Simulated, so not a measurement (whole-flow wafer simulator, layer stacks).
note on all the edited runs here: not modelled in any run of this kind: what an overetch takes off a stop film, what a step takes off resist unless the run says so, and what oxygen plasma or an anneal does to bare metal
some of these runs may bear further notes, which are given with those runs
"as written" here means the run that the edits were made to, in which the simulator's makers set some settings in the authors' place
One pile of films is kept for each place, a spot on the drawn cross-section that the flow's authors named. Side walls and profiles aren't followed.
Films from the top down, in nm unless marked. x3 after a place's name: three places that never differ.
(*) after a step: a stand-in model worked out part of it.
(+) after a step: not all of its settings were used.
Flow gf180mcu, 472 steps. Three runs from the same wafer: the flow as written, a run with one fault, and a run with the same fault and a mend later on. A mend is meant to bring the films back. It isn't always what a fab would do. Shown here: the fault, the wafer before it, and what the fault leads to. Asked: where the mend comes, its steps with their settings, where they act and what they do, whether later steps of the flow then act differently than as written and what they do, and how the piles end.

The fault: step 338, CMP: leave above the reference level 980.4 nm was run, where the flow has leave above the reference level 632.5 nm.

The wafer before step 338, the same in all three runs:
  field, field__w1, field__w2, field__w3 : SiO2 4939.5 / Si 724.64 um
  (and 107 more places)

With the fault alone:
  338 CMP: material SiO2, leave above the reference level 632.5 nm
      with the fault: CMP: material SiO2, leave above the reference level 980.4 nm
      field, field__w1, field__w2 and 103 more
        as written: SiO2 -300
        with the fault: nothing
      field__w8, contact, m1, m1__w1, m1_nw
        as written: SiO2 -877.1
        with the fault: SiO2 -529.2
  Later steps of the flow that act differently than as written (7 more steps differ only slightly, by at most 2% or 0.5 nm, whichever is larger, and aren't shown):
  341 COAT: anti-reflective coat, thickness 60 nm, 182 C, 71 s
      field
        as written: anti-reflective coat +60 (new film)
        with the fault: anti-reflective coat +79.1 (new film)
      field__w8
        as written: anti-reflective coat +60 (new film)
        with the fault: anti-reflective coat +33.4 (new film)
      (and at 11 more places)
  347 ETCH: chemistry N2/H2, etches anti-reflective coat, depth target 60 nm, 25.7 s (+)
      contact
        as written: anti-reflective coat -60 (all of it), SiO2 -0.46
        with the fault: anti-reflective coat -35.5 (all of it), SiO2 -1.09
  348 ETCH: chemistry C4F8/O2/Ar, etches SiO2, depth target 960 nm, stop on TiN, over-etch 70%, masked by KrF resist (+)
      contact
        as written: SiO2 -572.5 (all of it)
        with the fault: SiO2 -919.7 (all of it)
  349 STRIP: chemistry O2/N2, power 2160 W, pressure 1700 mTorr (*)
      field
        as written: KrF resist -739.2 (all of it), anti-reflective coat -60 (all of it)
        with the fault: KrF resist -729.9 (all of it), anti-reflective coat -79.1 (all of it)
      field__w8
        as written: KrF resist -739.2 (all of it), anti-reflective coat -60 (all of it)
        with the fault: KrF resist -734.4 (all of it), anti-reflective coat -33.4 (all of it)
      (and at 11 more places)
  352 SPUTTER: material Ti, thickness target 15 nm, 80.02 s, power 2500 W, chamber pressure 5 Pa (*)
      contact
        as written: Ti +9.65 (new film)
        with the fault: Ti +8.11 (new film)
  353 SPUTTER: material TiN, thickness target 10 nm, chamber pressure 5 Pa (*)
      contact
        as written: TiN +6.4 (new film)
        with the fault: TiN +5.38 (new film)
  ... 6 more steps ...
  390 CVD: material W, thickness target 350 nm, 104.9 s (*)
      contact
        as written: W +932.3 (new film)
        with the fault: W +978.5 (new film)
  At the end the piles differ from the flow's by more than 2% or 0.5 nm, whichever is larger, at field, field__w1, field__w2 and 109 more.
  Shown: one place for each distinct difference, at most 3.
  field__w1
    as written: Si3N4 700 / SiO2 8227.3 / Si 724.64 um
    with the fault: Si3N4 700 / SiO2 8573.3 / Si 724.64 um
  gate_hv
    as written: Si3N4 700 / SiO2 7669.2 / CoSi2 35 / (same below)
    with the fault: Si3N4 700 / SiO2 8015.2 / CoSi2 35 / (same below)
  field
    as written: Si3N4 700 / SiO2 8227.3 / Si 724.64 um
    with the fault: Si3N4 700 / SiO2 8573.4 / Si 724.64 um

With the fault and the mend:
  The mend comes after step 338.
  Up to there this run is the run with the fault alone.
  338a CMP: material SiO2, leave above the reference level 632.5 nm (the flow's step 338 once more)
      field, field__w1, field__w2 and 103 more
        SiO2 -300
      field__w8, contact, m1, m1__w1, m1_nw
        SiO2 -347.9
  No later step of the flow acts differently than as written at any place that is followed.
  At the end the piles are the same as the flow's at every place that both follow.
